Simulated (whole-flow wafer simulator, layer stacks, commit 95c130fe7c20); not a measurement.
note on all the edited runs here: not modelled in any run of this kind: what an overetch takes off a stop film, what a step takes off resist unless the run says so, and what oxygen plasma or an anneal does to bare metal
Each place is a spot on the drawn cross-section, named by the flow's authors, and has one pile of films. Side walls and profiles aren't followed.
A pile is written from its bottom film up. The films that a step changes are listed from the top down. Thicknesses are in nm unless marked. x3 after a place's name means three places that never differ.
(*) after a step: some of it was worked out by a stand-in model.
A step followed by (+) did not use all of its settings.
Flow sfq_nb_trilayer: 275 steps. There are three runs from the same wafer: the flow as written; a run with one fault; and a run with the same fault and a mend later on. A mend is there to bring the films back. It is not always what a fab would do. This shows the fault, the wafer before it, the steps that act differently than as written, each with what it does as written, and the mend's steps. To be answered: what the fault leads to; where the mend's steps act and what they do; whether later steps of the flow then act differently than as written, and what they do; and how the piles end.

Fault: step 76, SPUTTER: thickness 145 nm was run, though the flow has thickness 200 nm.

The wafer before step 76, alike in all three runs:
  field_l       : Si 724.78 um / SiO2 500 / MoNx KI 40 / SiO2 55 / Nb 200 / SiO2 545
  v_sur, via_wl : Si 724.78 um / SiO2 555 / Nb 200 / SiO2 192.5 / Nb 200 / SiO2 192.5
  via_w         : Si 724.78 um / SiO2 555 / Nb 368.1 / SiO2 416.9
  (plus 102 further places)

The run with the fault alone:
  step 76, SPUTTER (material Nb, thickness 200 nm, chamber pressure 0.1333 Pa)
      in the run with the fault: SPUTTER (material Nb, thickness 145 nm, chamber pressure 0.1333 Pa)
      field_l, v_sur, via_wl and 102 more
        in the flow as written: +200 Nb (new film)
        in the run with the fault: +145 Nb (new film)
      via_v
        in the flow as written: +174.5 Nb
        in the run with the fault: +127.2 Nb
  Later steps of the flow acting differently than as written (6 other steps are not shown; they differ only slightly, by no more than 2% or 0.5 nm, whichever is larger):
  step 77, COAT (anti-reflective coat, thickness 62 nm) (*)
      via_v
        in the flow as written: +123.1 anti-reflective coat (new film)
        in the run with the fault: +120.6 anti-reflective coat (new film)
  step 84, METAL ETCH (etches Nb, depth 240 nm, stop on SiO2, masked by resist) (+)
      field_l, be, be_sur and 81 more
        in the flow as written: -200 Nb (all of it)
        in the run with the fault: -145 Nb (all of it)
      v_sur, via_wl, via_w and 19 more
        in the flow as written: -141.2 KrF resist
        in the run with the fault: -127.9 KrF resist
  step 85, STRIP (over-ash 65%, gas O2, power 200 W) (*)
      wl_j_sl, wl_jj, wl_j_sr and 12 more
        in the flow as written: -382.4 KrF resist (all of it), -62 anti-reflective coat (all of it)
        in the run with the fault: -395.6 KrF resist (all of it), -62 anti-reflective coat (all of it)
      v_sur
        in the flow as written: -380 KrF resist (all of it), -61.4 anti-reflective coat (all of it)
        in the run with the fault: -393.3 KrF resist (all of it), -61.4 anti-reflective coat (all of it)
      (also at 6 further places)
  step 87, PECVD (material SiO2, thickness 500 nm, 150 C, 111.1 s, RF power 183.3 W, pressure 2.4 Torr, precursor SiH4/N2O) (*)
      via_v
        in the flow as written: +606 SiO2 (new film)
        in the run with the fault: +592.4 SiO2 (new film)
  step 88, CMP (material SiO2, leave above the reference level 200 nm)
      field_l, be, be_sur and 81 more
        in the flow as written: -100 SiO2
        in the run with the fault: -155 SiO2
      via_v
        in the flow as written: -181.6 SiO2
        in the run with the fault: -175.6 SiO2
  The piles end different from the flow's at v_sur, via_wl, via_w and 86 more by more than 2% or 0.5 nm, whichever is larger.
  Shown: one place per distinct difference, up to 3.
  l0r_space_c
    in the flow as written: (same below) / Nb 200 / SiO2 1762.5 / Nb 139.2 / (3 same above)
    in the run with the fault: (same below) / Nb 200 / SiO2 1707.5 / Nb 139.2 / (3 same above)
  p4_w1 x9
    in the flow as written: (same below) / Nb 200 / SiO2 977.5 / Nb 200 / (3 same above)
    in the run with the fault: (same below) / Nb 200 / SiO2 922.5 / Nb 200 / (3 same above)
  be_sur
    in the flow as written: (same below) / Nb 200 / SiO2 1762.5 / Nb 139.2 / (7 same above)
    in the run with the fault: (same below) / Nb 200 / SiO2 1707.5 / Nb 139.2 / (7 same above)

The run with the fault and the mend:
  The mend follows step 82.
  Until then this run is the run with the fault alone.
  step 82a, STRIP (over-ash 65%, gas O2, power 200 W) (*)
      p4_fl x3, p4_w1 x9, p4_g1 x2 and 48 more
        -62 anti-reflective coat (all of it)
      wl_j_sl, wl_jj, wl_j_sr and 12 more
        -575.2 KrF resist (all of it), -62 anti-reflective coat (all of it)
      moat, field_r, lsp_l and 6 more
        -61.8 anti-reflective coat (all of it)
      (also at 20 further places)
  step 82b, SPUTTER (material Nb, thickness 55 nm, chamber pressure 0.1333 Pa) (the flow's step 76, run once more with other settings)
      field_l, v_sur, via_wl and 102 more
        +55 Nb
      via_v
        +43.6 Nb
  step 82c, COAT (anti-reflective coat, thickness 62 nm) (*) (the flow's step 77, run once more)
      p4_fl x3, p4_w1 x9, p4_g1 x2 and 63 more
        +62 anti-reflective coat (new film)
      moat, field_r, lsp_l and 6 more
        +61.8 anti-reflective coat (new film)
      be_r, r_sur, res, r_end
        +61.7 anti-reflective coat (new film)
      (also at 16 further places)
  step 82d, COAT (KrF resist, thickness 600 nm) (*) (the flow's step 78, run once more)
      p4_fl x3, p4_w1 x9, p4_g1 x2 and 63 more
        +600 KrF resist (new film)
      field_r, lsp_l, ln_m5, l0v
        +599.5 KrF resist (new film)
      lsp_m, ln_m6, lsp_r, l0_sur
        +599.6 KrF resist (new film)
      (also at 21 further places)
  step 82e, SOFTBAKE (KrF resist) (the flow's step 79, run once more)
      alters no film at any place that is followed
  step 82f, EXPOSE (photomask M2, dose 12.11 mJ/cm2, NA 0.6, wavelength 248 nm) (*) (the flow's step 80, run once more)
      alters no film at any place that is followed
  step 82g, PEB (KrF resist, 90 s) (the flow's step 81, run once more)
      field_l, v_sur, via_wl and 97 more
        -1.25 KrF resist
      via_w, via_wr, via_sp, wire, be
        -1.24 KrF resist
      via_v
        -1.59 KrF resist
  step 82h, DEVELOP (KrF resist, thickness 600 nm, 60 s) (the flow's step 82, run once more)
      p4_fl x3, p4_w1 x9, p4_g1 x2 and 48 more
        -598.7 KrF resist (all of it)
      v_sur, via_wl, via_w and 19 more
        -23.5 KrF resist
      lsp_l, ln_m5, lsp_m, ln_m6, lsp_r, l0_sur, l0v
        -598.3 KrF resist (all of it)
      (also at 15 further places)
  Later steps of the flow that are run all act as written at every place that is followed, up to a difference of at most 2% or 0.5 nm, whichever is larger.
  When the end is reached, the piles differ only a little from the flow's at the places that both follow, at most by 2% or 0.5 nm, whichever is larger.
